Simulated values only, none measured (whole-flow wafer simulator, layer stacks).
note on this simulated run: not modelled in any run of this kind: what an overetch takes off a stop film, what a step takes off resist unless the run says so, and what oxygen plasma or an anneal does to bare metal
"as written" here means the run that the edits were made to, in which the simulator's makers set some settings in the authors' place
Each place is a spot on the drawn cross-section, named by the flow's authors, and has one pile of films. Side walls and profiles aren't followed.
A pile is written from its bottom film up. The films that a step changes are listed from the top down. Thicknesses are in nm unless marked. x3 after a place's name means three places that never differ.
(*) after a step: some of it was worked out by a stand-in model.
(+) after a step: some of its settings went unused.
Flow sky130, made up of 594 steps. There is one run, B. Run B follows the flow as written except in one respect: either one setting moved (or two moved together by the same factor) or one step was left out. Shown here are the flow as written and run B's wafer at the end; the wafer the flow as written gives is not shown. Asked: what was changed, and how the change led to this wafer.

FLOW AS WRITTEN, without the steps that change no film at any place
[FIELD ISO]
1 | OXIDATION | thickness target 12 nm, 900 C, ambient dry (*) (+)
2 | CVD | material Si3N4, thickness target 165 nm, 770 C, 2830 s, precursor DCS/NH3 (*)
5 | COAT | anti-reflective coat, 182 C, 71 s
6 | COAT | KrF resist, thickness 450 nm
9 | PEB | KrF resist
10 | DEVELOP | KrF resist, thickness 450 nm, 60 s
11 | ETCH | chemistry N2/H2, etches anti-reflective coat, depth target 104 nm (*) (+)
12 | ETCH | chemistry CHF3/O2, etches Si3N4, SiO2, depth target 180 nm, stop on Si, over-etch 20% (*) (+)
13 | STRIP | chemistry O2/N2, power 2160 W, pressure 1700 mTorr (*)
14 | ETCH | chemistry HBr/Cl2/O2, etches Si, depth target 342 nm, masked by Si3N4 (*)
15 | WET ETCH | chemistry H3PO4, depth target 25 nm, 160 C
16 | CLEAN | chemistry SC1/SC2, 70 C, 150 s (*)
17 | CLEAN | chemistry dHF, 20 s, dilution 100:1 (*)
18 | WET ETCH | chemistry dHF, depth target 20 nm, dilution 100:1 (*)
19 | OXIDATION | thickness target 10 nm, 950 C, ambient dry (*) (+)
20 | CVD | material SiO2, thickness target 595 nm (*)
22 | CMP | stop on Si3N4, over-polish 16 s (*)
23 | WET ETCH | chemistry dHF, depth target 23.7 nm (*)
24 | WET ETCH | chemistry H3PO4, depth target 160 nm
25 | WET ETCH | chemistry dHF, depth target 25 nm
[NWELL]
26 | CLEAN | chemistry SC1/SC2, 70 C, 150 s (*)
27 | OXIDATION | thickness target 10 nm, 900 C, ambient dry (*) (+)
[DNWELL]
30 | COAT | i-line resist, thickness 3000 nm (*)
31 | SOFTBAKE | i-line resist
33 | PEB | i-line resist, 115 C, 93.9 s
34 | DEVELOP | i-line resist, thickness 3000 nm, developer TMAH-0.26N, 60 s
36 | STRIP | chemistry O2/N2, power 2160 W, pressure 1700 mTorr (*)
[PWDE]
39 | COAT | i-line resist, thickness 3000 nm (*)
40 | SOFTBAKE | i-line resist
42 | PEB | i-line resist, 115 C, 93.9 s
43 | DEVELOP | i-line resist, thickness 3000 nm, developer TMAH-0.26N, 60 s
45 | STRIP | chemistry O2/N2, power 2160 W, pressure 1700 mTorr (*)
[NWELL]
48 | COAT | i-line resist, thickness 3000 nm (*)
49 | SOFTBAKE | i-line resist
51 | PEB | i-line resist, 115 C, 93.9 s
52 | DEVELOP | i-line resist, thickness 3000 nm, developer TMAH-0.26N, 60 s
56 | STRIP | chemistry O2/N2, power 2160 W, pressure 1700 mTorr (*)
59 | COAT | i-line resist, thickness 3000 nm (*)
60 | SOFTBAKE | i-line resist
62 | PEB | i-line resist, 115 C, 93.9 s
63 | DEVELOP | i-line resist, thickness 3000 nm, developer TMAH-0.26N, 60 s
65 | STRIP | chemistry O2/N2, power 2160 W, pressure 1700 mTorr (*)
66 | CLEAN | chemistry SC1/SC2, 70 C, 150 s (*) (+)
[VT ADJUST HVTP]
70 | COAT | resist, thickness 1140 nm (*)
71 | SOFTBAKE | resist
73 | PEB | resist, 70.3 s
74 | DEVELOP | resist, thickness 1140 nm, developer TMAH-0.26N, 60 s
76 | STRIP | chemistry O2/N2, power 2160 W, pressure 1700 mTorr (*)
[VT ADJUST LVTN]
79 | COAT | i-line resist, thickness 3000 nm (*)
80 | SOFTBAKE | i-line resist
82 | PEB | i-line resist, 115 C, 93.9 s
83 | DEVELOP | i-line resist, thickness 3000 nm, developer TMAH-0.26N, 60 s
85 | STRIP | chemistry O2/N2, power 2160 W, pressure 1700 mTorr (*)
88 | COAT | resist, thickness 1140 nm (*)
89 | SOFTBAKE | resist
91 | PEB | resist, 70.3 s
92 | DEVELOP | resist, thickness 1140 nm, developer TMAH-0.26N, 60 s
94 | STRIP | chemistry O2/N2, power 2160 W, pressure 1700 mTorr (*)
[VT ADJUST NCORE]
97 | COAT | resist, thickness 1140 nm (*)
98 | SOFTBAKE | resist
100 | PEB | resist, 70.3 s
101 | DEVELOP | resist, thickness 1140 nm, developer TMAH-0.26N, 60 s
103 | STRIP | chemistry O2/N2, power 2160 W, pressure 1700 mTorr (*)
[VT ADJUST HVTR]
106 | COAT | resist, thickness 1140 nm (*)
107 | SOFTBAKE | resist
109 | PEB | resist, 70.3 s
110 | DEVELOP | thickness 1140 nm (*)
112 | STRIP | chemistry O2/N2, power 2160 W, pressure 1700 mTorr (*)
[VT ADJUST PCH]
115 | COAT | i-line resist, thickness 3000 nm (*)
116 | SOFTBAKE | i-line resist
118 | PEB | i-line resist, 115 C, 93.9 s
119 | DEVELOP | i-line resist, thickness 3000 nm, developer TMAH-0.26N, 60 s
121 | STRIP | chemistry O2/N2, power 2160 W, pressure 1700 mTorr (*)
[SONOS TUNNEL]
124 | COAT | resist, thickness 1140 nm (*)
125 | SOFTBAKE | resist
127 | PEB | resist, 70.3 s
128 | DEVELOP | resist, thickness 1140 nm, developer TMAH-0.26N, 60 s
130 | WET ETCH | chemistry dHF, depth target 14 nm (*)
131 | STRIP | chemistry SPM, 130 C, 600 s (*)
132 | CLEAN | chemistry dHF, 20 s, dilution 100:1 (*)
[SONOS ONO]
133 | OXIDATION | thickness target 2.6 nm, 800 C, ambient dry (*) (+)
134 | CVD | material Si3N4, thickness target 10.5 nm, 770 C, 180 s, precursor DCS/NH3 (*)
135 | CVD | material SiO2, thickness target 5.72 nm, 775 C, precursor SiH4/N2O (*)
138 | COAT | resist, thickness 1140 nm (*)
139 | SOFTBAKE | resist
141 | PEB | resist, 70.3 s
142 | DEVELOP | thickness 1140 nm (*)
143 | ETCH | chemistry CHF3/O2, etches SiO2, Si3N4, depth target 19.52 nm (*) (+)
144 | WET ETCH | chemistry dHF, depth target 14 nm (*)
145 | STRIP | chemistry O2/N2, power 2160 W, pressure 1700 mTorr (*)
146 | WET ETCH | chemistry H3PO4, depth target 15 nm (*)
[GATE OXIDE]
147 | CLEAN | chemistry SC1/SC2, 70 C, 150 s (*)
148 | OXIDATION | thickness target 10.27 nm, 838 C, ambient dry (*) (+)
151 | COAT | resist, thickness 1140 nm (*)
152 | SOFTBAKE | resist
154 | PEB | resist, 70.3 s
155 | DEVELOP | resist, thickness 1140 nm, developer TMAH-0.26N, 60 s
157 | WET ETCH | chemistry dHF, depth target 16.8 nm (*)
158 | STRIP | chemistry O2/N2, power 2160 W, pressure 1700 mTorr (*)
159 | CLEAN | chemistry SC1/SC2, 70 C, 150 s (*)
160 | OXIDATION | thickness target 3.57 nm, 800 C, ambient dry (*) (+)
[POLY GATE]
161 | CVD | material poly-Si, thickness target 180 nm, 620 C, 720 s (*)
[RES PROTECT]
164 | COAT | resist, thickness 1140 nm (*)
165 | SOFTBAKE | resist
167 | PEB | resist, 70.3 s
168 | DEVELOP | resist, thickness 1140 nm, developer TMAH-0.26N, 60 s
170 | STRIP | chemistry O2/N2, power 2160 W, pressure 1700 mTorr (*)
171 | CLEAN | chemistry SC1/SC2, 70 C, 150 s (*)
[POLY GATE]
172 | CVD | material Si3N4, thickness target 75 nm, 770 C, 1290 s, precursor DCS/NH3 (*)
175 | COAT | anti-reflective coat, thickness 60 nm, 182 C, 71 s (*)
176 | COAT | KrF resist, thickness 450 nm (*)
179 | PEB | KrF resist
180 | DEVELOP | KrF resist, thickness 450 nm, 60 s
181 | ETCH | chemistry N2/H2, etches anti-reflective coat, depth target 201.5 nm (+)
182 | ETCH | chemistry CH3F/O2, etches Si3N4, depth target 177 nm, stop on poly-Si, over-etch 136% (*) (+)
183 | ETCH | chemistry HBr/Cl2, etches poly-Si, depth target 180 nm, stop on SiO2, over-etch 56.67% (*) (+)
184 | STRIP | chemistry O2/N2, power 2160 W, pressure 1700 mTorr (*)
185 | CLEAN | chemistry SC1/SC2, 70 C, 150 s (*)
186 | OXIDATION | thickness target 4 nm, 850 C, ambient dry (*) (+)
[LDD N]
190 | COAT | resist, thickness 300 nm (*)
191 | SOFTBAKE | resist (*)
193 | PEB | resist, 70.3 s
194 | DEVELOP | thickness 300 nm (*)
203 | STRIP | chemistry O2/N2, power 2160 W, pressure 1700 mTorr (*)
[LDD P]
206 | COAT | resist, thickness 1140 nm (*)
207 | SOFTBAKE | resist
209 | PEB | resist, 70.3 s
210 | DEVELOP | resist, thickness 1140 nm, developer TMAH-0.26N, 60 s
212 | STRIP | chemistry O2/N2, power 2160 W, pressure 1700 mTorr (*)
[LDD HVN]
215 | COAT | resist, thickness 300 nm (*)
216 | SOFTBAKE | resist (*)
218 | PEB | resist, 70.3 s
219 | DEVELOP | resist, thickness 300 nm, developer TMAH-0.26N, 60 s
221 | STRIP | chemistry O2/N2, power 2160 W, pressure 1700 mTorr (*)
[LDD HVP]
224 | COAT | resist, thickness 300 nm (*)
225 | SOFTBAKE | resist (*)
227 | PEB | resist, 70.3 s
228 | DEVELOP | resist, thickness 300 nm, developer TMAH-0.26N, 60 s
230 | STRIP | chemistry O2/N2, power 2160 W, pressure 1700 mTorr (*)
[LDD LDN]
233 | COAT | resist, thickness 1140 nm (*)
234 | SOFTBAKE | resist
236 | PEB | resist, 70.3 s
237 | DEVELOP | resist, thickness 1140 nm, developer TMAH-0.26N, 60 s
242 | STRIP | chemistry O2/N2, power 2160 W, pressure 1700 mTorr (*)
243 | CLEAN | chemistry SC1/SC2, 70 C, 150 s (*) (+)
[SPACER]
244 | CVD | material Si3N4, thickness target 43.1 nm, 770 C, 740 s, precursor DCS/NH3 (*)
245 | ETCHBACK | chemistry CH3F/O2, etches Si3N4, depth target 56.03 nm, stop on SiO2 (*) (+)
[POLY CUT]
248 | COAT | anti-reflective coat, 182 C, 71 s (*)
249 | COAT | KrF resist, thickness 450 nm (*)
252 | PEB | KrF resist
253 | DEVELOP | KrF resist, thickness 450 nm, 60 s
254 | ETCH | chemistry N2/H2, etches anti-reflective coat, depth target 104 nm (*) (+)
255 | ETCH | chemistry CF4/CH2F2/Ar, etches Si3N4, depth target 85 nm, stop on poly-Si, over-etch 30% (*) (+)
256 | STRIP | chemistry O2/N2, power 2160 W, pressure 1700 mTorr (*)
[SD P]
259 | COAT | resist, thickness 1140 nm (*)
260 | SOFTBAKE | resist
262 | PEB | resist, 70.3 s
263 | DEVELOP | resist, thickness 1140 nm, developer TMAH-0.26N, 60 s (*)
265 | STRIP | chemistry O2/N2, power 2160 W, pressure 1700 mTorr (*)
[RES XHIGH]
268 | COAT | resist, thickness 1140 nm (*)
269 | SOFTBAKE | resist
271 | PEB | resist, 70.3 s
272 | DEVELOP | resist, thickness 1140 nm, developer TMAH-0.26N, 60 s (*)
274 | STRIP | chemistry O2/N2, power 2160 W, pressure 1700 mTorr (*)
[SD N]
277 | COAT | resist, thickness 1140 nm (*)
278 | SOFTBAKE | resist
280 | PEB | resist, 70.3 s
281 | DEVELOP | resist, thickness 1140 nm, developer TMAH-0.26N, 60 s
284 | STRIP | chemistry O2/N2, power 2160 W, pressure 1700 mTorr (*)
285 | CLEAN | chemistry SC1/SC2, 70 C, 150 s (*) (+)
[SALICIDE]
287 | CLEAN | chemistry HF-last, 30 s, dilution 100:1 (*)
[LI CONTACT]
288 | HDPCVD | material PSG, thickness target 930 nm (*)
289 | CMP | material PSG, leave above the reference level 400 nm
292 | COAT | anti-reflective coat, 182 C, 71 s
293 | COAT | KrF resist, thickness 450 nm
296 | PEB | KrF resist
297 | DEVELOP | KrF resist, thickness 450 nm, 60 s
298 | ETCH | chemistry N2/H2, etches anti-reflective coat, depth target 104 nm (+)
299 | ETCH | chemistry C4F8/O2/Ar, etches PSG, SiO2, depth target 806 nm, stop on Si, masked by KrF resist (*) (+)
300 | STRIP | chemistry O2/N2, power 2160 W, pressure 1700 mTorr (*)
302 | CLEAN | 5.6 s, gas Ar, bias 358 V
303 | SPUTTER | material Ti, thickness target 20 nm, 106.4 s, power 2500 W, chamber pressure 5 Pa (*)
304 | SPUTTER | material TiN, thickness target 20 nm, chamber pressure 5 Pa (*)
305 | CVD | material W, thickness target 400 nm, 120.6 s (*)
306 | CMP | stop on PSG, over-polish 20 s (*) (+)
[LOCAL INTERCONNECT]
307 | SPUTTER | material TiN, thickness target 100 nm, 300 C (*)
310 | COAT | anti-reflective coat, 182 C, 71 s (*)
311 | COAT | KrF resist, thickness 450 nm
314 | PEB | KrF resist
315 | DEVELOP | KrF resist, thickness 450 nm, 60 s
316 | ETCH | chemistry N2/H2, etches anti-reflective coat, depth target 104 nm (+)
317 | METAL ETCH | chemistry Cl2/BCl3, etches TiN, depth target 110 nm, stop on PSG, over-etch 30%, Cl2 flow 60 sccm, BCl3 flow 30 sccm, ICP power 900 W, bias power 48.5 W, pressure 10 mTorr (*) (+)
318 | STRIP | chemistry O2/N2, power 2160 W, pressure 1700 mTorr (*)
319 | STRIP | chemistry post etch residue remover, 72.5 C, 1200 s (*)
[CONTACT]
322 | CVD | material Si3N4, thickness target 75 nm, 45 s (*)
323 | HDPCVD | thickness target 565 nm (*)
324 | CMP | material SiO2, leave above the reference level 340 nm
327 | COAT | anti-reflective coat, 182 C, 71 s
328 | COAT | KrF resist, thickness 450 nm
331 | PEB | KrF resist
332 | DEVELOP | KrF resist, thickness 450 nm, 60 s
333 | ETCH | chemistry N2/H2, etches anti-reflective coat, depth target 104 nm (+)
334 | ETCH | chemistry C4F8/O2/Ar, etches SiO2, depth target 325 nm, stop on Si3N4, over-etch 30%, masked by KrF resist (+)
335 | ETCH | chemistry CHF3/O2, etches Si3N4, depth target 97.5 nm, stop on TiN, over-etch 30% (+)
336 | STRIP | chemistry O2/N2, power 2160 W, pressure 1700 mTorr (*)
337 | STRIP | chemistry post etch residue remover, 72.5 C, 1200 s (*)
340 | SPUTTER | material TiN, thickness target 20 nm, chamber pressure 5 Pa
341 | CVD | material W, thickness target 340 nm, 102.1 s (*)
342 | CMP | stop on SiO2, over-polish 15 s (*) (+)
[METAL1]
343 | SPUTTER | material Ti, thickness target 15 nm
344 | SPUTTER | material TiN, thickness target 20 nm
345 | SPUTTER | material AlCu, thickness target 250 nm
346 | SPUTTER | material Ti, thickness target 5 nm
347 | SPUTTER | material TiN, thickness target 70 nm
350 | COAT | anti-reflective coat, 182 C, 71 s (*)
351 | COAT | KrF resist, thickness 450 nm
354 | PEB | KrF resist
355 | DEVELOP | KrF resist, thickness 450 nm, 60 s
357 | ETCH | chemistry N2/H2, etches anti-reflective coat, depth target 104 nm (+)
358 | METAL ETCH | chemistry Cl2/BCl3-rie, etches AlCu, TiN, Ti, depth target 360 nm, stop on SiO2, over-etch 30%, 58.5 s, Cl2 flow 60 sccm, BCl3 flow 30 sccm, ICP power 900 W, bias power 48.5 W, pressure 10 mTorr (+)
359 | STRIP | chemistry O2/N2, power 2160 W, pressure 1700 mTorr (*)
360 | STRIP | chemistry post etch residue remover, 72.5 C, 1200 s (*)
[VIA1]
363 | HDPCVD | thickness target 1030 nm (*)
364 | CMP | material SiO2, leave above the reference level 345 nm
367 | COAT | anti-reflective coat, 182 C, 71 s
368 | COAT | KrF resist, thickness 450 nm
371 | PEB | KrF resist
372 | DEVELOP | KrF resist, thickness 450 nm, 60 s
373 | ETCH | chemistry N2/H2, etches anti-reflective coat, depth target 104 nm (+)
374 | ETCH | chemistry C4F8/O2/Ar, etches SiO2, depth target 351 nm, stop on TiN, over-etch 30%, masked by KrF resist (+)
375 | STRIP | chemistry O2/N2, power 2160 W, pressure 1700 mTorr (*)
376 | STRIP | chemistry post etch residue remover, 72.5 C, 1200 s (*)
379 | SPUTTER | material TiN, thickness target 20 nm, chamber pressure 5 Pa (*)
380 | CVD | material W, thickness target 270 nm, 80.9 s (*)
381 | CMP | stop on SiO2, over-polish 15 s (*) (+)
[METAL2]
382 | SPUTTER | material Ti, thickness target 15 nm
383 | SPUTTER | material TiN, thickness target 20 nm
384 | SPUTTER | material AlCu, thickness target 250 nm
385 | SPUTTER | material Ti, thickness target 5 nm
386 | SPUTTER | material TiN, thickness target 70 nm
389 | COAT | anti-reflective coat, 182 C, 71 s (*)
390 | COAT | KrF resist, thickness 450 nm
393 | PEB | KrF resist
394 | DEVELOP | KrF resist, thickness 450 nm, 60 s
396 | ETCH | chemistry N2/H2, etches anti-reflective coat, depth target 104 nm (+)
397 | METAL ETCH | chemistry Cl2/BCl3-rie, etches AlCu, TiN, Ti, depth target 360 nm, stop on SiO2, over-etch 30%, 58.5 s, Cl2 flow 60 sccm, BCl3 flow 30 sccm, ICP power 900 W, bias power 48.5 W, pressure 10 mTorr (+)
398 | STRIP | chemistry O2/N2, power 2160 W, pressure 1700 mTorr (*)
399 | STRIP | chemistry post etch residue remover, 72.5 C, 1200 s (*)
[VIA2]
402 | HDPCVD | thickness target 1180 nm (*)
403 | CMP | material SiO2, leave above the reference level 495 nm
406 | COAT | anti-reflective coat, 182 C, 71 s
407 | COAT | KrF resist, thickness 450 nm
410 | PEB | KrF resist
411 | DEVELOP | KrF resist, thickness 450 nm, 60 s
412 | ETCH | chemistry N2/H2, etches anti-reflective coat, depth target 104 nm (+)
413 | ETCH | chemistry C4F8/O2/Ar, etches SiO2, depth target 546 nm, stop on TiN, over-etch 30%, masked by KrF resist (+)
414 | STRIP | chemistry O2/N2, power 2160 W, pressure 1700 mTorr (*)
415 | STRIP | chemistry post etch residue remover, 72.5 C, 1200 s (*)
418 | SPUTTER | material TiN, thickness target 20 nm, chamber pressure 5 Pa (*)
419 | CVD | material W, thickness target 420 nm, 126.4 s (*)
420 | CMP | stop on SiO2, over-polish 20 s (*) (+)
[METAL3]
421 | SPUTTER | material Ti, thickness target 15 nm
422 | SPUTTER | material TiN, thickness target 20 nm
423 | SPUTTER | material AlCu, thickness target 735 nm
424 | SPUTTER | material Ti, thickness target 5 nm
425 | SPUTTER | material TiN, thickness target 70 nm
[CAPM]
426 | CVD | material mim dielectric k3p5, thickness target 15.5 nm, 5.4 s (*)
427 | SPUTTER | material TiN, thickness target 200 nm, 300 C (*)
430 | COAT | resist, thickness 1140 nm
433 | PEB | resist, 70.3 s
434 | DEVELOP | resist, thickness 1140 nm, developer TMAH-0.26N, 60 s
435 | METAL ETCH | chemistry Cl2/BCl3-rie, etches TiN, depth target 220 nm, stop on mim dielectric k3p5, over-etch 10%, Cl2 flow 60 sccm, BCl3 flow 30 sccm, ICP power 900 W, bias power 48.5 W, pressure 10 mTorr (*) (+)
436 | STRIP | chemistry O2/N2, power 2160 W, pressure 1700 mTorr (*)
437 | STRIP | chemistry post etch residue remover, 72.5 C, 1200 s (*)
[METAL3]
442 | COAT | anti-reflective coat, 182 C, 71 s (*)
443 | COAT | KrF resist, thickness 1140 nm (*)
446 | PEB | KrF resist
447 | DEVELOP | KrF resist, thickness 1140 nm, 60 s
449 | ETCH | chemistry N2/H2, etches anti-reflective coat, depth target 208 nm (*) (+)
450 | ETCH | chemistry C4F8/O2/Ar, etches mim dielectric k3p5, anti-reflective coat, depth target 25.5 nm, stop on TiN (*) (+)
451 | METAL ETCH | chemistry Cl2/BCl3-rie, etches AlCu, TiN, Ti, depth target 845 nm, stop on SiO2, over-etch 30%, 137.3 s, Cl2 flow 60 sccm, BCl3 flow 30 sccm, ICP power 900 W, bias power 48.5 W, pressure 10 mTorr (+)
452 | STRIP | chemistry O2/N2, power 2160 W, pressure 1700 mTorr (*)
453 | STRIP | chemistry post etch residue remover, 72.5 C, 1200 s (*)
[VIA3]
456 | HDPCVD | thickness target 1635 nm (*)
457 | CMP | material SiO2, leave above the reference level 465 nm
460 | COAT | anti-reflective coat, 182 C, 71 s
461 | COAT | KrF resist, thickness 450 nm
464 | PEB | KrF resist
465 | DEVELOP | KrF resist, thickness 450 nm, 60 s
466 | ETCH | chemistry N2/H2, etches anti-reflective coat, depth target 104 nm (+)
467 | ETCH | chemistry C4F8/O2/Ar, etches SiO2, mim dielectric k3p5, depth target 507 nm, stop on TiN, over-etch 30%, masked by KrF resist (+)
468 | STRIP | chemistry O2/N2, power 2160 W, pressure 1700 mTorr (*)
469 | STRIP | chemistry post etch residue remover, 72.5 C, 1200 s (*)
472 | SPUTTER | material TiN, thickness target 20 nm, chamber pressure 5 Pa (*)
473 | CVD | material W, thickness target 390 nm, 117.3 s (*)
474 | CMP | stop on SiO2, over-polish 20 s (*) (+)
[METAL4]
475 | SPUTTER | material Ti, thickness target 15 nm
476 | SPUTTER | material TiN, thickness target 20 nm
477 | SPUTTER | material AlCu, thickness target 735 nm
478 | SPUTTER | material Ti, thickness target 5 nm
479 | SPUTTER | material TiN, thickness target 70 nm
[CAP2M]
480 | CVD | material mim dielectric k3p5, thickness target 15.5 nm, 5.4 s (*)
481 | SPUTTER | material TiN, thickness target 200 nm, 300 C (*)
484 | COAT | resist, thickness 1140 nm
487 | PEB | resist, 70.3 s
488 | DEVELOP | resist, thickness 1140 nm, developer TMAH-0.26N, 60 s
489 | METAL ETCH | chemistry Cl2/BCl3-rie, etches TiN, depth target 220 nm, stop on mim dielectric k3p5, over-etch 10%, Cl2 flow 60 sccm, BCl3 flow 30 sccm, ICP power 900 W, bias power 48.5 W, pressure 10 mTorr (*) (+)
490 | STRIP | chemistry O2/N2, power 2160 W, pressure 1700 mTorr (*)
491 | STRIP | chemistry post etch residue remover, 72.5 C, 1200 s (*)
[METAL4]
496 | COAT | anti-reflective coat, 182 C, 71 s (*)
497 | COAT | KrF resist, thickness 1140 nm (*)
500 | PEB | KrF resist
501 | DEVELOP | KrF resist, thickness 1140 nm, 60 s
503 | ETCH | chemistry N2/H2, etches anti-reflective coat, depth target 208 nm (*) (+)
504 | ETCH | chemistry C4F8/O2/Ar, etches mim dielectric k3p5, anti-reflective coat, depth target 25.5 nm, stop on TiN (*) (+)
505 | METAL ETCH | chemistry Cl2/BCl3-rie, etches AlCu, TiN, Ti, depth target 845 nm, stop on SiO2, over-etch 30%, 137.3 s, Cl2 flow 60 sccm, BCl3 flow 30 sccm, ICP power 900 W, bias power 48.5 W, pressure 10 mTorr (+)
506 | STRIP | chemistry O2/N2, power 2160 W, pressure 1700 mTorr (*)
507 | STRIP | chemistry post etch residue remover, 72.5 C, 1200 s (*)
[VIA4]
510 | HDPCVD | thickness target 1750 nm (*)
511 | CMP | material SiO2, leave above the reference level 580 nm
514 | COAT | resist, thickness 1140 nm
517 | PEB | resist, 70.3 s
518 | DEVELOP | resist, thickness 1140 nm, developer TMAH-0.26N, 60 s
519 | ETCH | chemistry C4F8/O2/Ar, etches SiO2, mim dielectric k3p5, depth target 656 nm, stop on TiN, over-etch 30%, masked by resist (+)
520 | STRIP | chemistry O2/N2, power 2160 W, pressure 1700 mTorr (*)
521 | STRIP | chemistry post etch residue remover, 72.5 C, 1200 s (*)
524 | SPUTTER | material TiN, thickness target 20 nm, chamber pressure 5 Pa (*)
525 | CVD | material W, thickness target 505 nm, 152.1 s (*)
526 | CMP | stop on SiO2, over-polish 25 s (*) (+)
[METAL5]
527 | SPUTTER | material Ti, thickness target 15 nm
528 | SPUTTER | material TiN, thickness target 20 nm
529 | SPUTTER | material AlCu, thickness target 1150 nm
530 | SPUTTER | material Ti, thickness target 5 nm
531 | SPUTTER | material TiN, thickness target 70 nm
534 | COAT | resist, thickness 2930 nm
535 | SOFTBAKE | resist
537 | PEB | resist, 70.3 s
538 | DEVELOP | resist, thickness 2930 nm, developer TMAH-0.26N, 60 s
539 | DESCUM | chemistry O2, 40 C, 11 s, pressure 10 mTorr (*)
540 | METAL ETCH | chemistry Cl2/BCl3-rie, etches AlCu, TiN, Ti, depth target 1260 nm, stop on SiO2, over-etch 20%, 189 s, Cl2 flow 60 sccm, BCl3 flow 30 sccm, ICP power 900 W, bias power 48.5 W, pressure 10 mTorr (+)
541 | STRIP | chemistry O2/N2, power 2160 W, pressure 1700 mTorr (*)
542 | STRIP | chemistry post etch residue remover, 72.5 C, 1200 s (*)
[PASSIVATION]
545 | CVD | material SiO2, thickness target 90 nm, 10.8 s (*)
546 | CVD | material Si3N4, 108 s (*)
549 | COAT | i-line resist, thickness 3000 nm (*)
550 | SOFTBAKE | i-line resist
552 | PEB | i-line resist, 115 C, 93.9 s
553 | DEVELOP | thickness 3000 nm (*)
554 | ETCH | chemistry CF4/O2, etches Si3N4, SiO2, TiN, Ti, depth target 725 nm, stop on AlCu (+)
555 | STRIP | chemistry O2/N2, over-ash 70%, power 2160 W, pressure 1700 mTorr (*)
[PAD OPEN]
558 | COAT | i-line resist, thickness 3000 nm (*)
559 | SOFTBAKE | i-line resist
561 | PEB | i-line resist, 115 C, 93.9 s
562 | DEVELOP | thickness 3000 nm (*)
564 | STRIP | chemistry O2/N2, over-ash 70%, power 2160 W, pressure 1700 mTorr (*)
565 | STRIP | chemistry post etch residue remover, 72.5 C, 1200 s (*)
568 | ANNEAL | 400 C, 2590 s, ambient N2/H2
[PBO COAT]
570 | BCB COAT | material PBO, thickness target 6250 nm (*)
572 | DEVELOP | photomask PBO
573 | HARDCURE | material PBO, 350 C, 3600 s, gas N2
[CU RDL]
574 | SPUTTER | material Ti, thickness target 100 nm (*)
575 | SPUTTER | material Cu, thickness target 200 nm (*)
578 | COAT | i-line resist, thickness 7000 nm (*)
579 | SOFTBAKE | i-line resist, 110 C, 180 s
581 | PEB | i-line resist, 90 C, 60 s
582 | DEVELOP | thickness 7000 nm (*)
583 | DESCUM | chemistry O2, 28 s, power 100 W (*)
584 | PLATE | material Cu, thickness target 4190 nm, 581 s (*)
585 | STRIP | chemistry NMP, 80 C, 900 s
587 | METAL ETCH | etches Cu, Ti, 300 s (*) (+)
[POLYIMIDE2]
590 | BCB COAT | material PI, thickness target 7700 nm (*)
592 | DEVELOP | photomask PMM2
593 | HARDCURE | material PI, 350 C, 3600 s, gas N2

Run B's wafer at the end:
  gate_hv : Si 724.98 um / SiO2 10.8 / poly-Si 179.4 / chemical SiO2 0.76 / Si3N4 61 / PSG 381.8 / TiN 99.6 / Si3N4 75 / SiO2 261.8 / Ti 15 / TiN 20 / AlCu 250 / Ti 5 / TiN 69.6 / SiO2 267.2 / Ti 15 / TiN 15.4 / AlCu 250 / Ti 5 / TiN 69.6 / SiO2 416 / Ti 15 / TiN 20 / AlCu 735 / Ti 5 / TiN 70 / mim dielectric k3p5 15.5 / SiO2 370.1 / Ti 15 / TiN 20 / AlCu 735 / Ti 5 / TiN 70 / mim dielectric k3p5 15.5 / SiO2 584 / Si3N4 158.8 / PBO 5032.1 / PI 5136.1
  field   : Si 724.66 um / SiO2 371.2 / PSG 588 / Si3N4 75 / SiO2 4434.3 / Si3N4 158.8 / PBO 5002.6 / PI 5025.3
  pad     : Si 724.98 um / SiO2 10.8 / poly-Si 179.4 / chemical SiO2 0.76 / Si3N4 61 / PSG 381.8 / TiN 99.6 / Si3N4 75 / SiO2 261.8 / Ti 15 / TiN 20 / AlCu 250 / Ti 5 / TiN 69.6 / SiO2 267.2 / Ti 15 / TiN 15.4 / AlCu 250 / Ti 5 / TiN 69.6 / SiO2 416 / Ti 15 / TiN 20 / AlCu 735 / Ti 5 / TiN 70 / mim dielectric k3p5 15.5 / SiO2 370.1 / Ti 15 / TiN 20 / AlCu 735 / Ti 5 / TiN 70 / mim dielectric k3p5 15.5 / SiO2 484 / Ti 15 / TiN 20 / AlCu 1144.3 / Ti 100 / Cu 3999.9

The reason: step 383, SPUTTER: thickness target 15.4 nm was run, whereas the flow has thickness target 20 nm.
One can read it off the wafer: gate_hv has TiN 15.4, and step 383 as written asks for 20 nm.

How this came from the change, step by step:
  383 | SPUTTER | material TiN, thickness target 20 nm
      field, active, n_well and 188 more: +15.4 TiN (new film) (it would be, as written: +20 TiN (new film))
  397 | METAL ETCH | chemistry Cl2/BCl3-rie, etches AlCu, TiN, Ti, depth target 360 nm, stop on SiO2, over-etch 30%, 58.5 s, Cl2 flow 60 sccm, BCl3 flow 30 sccm, ICP power 900 W, bias power 48.5 W, pressure 10 mTorr (+)
      field, active, gate and 82 more: -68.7 TiN (all of it), -5 Ti (all of it), -250 AlCu (all of it), -15.4 TiN (all of it), -15 Ti (all of it), -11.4 SiO2 (it would be, as written: -68.7 TiN (all of it), -5 Ti (all of it), -250 AlCu (all of it), -20 TiN (all of it), -15 Ti (all of it), -10.9 SiO2)
